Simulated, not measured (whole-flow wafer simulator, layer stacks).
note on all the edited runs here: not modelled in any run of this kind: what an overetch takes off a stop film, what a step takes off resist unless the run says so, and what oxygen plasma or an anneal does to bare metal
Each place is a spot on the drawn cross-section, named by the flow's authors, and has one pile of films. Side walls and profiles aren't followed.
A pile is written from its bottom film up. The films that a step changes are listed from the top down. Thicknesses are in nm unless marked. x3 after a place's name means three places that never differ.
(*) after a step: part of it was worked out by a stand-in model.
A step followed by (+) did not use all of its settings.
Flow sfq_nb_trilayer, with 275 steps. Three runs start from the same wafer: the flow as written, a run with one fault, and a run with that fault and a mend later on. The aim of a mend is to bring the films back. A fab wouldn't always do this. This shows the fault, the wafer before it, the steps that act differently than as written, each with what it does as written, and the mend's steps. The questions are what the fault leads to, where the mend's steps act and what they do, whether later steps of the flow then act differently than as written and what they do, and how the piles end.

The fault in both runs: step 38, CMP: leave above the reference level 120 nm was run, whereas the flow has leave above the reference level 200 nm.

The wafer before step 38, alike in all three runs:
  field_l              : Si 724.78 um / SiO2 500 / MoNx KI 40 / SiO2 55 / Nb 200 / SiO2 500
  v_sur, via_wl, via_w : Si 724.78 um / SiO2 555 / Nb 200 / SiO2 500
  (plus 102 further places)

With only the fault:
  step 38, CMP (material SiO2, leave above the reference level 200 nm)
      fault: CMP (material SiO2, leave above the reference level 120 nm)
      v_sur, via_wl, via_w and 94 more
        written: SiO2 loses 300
        fault: SiO2 loses 380
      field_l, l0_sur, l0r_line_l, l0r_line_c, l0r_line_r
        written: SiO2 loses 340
        fault: SiO2 loses 420
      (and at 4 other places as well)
  Steps further on in the flow that do not act as written (3 more steps, not shown, differ only slightly: by at most 2% or 0.5 nm, whichever is larger):
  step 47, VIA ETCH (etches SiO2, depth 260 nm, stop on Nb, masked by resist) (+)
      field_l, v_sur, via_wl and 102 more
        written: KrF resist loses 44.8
        fault: KrF resist loses 31
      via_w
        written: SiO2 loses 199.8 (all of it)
        fault: SiO2 loses 119.8 (all of it)
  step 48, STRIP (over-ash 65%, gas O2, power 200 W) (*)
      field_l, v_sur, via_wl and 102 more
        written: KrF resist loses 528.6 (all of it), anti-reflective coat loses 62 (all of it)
        fault: KrF resist loses 542.4 (all of it), anti-reflective coat loses 62 (all of it)
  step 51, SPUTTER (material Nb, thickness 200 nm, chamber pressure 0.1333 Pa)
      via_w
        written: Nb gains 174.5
        fault: Nb gains 190.6
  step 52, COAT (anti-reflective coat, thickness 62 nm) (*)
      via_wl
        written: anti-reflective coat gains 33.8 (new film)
        fault: anti-reflective coat gains 38.4 (new film)
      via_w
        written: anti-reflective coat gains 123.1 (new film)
        fault: anti-reflective coat gains 105 (new film)
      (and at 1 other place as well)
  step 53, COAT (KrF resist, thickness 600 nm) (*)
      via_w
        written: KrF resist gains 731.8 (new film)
        fault: KrF resist gains 666.9 (new film)
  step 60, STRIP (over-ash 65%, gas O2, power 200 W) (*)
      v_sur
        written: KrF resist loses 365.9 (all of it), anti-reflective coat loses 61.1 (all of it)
        fault: KrF resist loses 373.4 (all of it), anti-reflective coat loses 60.4 (all of it)
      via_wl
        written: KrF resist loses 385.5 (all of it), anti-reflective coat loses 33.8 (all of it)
        fault: KrF resist loses 391 (all of it), anti-reflective coat loses 38.4 (all of it)
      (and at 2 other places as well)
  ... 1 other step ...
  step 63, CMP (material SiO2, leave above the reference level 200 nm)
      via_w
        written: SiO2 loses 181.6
        fault: SiO2 loses 171.6
  The piles end different from the flow's at field_l, v_sur, via_wl and 103 more by more than 2% or 0.5 nm, whichever is larger.
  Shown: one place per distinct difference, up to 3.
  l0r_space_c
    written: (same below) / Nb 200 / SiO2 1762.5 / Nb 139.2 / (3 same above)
    fault: (same below) / Nb 200 / SiO2 1682.5 / Nb 139.2 / (3 same above)
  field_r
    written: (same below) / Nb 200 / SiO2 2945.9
    fault: (same below) / Nb 200 / SiO2 2865.9
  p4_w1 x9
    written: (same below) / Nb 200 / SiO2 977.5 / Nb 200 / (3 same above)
    fault: (same below) / Nb 200 / SiO2 897.5 / Nb 200 / (3 same above)

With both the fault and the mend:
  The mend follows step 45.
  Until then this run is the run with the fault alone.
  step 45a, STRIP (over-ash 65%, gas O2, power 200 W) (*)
      field_l, v_sur, via_wl and 102 more
        KrF resist loses 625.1 (all of it), anti-reflective coat loses 62 (all of it)
      via_w
        anti-reflective coat loses 62 (all of it)
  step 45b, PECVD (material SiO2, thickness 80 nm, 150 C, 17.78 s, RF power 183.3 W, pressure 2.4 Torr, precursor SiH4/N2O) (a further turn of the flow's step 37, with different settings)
      field_l, v_sur, via_wl and 103 more
        SiO2 gains 80
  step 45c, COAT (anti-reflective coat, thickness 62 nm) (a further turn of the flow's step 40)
      field_l, v_sur, via_wl and 103 more
        anti-reflective coat gains 62 (new film)
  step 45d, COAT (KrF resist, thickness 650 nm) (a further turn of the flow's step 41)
      field_l, v_sur, via_wl and 103 more
        KrF resist gains 650 (new film)
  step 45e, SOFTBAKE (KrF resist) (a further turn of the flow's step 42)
      alters no film at any place that is followed
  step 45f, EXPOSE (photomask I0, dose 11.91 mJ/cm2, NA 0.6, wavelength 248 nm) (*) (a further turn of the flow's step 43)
      alters no film at any place that is followed
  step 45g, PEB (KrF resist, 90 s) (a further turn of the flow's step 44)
      field_l, v_sur, via_wl and 103 more
        KrF resist loses 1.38
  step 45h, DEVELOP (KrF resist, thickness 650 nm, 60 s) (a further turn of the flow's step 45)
      field_l, v_sur, via_wl and 102 more
        KrF resist loses 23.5
      via_w
        KrF resist loses 648.6 (all of it)
  None of the later steps of the flow acts differently than as written at any place that is followed.
  By the end, the piles equal the flow's at every place that both follow.
